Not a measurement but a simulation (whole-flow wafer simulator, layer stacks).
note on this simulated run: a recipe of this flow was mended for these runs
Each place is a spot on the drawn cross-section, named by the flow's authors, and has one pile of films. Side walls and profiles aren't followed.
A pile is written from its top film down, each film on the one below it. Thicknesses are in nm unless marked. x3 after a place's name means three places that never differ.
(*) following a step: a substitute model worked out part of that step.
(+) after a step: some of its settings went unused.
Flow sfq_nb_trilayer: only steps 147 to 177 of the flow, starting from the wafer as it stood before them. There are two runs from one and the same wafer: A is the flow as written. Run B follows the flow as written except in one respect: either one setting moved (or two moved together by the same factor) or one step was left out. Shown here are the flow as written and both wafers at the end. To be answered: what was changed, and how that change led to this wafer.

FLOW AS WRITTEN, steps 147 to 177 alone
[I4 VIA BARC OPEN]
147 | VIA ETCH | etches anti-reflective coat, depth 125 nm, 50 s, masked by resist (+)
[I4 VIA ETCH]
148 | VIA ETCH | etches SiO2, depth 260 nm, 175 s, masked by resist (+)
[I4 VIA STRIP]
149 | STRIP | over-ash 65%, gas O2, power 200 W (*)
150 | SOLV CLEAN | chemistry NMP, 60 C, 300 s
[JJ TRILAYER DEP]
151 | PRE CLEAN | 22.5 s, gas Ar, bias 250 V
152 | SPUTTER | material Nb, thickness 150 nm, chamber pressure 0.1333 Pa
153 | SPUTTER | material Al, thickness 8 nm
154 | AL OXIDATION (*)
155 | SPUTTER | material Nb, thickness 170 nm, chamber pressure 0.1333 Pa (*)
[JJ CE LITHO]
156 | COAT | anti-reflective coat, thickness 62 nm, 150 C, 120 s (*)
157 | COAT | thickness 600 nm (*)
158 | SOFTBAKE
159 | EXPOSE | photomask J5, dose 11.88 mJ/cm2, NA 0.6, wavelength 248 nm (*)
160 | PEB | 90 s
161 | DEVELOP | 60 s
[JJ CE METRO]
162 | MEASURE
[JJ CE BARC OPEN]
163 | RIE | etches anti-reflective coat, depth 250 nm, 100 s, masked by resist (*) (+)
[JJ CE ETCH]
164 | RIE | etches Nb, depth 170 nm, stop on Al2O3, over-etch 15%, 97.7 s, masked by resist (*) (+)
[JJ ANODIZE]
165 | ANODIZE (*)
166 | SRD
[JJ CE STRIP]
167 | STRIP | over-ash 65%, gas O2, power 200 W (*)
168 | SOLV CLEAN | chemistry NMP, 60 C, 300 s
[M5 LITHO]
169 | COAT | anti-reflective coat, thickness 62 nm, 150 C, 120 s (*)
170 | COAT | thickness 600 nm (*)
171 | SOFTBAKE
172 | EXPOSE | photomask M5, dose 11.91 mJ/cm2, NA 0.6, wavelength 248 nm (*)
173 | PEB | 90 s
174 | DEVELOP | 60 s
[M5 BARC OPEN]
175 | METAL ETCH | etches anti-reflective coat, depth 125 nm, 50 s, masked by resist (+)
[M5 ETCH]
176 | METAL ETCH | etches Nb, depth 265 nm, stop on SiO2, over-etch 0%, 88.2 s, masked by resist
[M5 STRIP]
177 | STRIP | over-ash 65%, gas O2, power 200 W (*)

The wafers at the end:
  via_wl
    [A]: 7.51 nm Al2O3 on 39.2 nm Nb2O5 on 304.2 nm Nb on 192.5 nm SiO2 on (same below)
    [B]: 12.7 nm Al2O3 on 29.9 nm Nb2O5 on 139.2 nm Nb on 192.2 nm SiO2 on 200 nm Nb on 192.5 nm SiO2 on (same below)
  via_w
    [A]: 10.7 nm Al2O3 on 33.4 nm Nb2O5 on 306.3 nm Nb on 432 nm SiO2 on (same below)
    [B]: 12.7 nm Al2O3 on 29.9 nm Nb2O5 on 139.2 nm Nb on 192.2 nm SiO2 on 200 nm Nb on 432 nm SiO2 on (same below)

What caused this: step 148, VIA ETCH: etches SiO2, depth 260 nm, 175 s, masked by resist (+), was omitted.

The path from the change to this, step by step:
  149 | STRIP | over-ash 65%, gas O2, power 200 W (*)
      field_l, v_sur, via_sp and 100 more: A KrF-resist-other-grade loses 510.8 (all of it), anti-reflective coat loses 62 (all of it) | B KrF-resist-other-grade loses 555.7 (all of it), anti-reflective coat loses 62 (all of it)
  151 | PRE CLEAN | 22.5 s, gas Ar, bias 250 V
      via_wl, via_w, via_wr: A Nb loses 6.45 | B SiO2 loses 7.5
  152 | SPUTTER | material Nb, thickness 150 nm, chamber pressure 0.1333 Pa
      via_wl, via_w, via_wr: A Nb gains 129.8 | B Nb gains 150 (new film)
  153 | SPUTTER | material Al, thickness 8 nm
      via_wl, via_wr: A Al gains 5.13 (new film) | B Al gains 8 (new film)
      via_w: A Al gains 7.09 (new film) | B Al gains 8 (new film)
  155 | SPUTTER | material Nb, thickness 170 nm, chamber pressure 0.1333 Pa (*)
      via_wl, via_wr: A Nb gains 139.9 (new film) | B Nb gains 170 (new film)
      via_w: A Nb gains 140.2 (new film) | B Nb gains 170 (new film)
  156 | COAT | anti-reflective coat, thickness 62 nm, 150 C, 120 s (*)
      via_wl, via_wr: A anti-reflective coat gains 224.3 (new film) | B anti-reflective coat gains 62.2 (new film)
      v_sur: A anti-reflective coat gains 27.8 (new film) | B anti-reflective coat gains 61.9 (new film)
      (as well as at 4 more places)
  157 | COAT | thickness 600 nm (*)
      field_l: A KrF-resist-other-grade gains 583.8 (new film) | B KrF-resist-other-grade gains 600 (new film)
      via_wl: A KrF-resist-other-grade gains 650.9 (new film) | B KrF-resist-other-grade gains 600.1 (new film)
      (as well as at 3 more places)
  161 | DEVELOP | 60 s
      field_l: A KrF-resist-other-grade loses 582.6 (all of it) | B KrF-resist-other-grade loses 598.7 (all of it)
      via_wl: A KrF-resist-other-grade loses 649.5 (all of it) | B KrF-resist-other-grade loses 598.8 (all of it)
      (as well as at 3 more places)
  163 | RIE | etches anti-reflective coat, depth 250 nm, 100 s, masked by resist (*) (+)
      via_wl, via_wr: A anti-reflective coat loses 224.3 (all of it) | B anti-reflective coat loses 62.2 (all of it)
      v_sur: A anti-reflective coat loses 27.8 (all of it) | B anti-reflective coat loses 61.9 (all of it)
      (as well as at 4 more places)
  164 | RIE | etches Nb, depth 170 nm, stop on Al2O3, over-etch 15%, 97.7 s, masked by resist (*) (+)
      via_wl, via_wr: A Nb loses 139.9 (all of it), Al2O3 loses 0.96 (all of it) | B Nb loses 170 (all of it), Al2O3 loses 0.51
      via_w: A Nb loses 140.2 (all of it), Al2O3 loses 0.96 (all of it) | B Nb loses 170 (all of it), Al2O3 loses 0.51
  165 | ANODIZE (*)
      via_wl, via_wr: A Al2O3 gains 7.51 (new film), Nb2O5 gains 39.2 (new film), Al loses 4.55 (all of it), Nb loses 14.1 | B Al2O3 gains 12.2, Nb2O5 gains 29.9 (new film), Al loses 7.42 (all of it), Nb loses 10.8
      via_w: A Al2O3 gains 10.7 (new film), Nb2O5 gains 33.4 (new film), Al loses 6.51 (all of it), Nb loses 12 | B Al2O3 gains 12.2, Nb2O5 gains 29.9 (new film), Al loses 7.42 (all of it), Nb loses 10.8
  169 | COAT | anti-reflective coat, thickness 62 nm, 150 C, 120 s (*)
      via_wl, via_wr: A anti-reflective coat gains 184 (new film) | B anti-reflective coat gains 62.4 (new film)
      v_sur: A anti-reflective coat gains 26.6 (new film) | B anti-reflective coat gains 62.1 (new film)
      (as well as at 6 more places)
  170 | COAT | thickness 600 nm (*)
      field_l: A KrF-resist-other-grade gains 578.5 (new film) | B KrF-resist-other-grade gains 600.6 (new film)
      via_wl: A KrF-resist-other-grade gains 645 (new film) | B KrF-resist-other-grade gains 600.8 (new film)
      (as well as at 4 more places)
  174 | DEVELOP | 60 s
      field_l: A KrF-resist-other-grade loses 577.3 (all of it) | B KrF-resist-other-grade loses 599.4 (all of it)
  177 | STRIP | over-ash 65%, gas O2, power 200 W (*)
      v_sur: A KrF-resist-other-grade loses 366.5 (all of it), anti-reflective coat loses 26.6 (all of it) | B KrF-resist-other-grade loses 374 (all of it), anti-reflective coat loses 62.1 (all of it)
      via_wl: A KrF-resist-other-grade loses 418.2 (all of it), anti-reflective coat loses 184 (all of it) | B KrF-resist-other-grade loses 374.1 (all of it), anti-reflective coat loses 62.4 (all of it)
      (as well as at 7 more places)
If metal films that touch count as one body, via_wl has 6 bodies (between them, from the top down: SiO2 192.2; SiO2 192.5; SiO2 192.5; SiO2 192.5; SiO2 192.5); the flow as written gives 5 bodies (between them, from the top down: SiO2 192.5; SiO2 192.5; SiO2 192.5; SiO2 192.5).
If metal films that touch count as one body, via_w has 4 bodies (between them, from the top down: SiO2 192.2; SiO2 432; SiO2 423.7); the flow as written gives 3 bodies (between them, from the top down: SiO2 432; SiO2 423.7).
